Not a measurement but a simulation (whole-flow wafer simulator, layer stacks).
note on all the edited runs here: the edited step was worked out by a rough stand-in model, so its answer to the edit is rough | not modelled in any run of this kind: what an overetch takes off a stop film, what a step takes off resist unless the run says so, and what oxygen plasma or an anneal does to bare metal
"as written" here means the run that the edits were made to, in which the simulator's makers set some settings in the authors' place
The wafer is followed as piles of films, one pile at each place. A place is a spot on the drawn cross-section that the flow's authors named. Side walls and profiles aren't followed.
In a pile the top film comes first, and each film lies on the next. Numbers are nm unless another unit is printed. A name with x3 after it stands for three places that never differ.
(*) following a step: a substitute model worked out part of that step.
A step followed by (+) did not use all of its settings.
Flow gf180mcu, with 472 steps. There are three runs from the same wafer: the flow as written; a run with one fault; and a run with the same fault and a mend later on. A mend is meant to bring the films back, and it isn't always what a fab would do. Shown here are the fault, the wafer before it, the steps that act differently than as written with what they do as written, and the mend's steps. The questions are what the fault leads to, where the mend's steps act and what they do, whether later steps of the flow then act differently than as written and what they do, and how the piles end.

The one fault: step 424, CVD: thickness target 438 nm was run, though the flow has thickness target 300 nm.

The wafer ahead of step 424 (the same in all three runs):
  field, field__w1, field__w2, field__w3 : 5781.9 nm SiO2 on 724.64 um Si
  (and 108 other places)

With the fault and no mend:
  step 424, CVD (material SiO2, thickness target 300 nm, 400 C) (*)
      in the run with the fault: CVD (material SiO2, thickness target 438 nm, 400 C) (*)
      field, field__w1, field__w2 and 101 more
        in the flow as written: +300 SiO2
        in the run with the fault: +438 SiO2
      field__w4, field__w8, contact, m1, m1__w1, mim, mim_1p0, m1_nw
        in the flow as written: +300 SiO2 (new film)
        in the run with the fault: +438 SiO2 (new film)
  Steps further on in the flow that do not act as written (not shown: 1 more step that differs only slightly, by at most 2% or 0.5 nm, whichever is larger):
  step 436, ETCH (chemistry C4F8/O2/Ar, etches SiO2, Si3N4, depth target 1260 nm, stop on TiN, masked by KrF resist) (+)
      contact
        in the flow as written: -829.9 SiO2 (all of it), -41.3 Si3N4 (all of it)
        in the run with the fault: -967.9 SiO2 (all of it), -41.3 Si3N4 (all of it)
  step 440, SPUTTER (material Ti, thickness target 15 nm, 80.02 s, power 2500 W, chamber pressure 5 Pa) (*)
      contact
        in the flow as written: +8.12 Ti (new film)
        in the run with the fault: +7.51 Ti (new film)
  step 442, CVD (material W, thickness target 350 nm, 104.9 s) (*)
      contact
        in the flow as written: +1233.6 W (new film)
        in the run with the fault: +1372.6 W (new film)
  By the end, the piles at field__w4, field__w8, contact and 9 more depart from the flow's by more than 2% or 0.5 nm, whichever is larger.
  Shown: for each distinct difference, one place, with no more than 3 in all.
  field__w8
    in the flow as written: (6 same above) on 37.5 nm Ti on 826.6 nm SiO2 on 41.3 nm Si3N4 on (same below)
    in the run with the fault: (6 same above) on 37.5 nm Ti on 964.6 nm SiO2 on 41.3 nm Si3N4 on (same below)
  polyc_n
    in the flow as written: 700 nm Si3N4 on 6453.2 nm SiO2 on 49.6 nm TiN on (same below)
    in the run with the fault: 700 nm Si3N4 on 6591.2 nm SiO2 on 49.6 nm TiN on (same below)
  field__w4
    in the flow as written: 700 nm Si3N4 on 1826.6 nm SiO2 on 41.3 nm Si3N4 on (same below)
    in the run with the fault: 700 nm Si3N4 on 1964.6 nm SiO2 on 41.3 nm Si3N4 on (same below)

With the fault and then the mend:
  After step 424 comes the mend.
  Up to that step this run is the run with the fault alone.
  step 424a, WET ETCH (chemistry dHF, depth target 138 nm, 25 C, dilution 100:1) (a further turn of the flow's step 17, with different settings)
      field, field__w1, field__w2 and 109 more
        -138 SiO2
  Later steps of the flow that are run all act as written at every place that is followed.
  The piles end the same as the flow's at every place that both follow.
